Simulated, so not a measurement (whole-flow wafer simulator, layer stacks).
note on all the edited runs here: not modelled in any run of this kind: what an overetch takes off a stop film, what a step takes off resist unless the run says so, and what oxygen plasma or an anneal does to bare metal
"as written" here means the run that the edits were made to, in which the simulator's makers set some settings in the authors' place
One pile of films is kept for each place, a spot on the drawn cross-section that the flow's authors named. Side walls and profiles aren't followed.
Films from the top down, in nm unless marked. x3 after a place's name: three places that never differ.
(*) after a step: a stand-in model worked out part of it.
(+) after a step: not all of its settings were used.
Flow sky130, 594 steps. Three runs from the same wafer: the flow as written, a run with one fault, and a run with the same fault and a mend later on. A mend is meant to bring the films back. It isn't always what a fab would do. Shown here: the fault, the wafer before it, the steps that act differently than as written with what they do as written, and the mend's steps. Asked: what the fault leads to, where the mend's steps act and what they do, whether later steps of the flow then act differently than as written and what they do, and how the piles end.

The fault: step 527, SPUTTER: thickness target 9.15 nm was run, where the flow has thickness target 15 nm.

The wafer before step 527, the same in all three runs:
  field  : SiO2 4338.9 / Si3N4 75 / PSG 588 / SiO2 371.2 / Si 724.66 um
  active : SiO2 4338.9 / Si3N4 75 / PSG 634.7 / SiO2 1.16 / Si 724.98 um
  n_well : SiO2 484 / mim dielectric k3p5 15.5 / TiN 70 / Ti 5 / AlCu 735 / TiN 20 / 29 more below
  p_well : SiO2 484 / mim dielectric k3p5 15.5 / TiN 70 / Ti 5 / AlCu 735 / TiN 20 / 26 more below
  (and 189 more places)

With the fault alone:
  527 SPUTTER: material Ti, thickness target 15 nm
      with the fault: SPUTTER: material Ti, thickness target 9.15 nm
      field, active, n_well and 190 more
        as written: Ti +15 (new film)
        with the fault: Ti +9.15 (new film)
  Later steps of the flow that act differently than as written (19 more steps differ only slightly, by at most 2% or 0.5 nm, whichever is larger, and aren't shown):
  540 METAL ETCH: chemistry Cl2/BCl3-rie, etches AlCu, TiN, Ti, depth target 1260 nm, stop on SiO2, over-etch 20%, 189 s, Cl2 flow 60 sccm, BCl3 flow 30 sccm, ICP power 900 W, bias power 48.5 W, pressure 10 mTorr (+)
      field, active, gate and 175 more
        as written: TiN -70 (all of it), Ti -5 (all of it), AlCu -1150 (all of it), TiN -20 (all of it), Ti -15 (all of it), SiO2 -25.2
        with the fault: TiN -70 (all of it), Ti -5 (all of it), AlCu -1150 (all of it), TiN -20 (all of it), Ti -9.15 (all of it), SiO2 -25.8
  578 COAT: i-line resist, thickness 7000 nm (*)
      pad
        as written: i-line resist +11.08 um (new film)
        with the fault: i-line resist +11.09 um (new film)
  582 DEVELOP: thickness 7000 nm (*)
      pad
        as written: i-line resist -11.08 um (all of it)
        with the fault: i-line resist -11.09 um (all of it)
  At the end the piles differ from the flow's by more than 2% or 0.5 nm, whichever is larger, at n_well, p_well, sd_n and 12 more.
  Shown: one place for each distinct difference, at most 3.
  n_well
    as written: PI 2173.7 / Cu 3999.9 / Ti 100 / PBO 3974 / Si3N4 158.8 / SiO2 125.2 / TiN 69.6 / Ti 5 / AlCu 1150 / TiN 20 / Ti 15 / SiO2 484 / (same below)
    with the fault: PI 2174.4 / Cu 3999.9 / Ti 100 / PBO 3978.2 / Si3N4 158.8 / SiO2 125.2 / TiN 69.6 / Ti 5 / AlCu 1150 / TiN 20 / Ti 9.15 / SiO2 484 / (same below)
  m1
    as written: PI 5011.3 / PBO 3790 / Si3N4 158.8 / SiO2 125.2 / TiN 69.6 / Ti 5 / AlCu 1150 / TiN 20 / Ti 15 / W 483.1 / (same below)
    with the fault: PI 5011.6 / PBO 3794.8 / Si3N4 158.8 / SiO2 125.2 / TiN 69.6 / Ti 5 / AlCu 1150 / TiN 20 / Ti 9.15 / W 483.1 / (same below)
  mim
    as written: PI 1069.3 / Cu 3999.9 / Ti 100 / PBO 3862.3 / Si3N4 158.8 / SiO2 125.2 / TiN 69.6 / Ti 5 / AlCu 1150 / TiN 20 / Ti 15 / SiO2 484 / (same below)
    with the fault: PI 1069.8 / Cu 3999.9 / Ti 100 / PBO 3866.8 / Si3N4 158.8 / SiO2 125.2 / TiN 69.6 / Ti 5 / AlCu 1150 / TiN 20 / Ti 9.15 / SiO2 484 / (same below)

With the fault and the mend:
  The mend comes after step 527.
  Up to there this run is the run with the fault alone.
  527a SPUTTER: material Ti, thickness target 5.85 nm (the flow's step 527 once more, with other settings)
      field, active, n_well and 190 more
        Ti +5.85
  No later step of the flow acts differently than as written at any place that is followed.
  At the end the piles are the same as the flow's at every place that both follow.
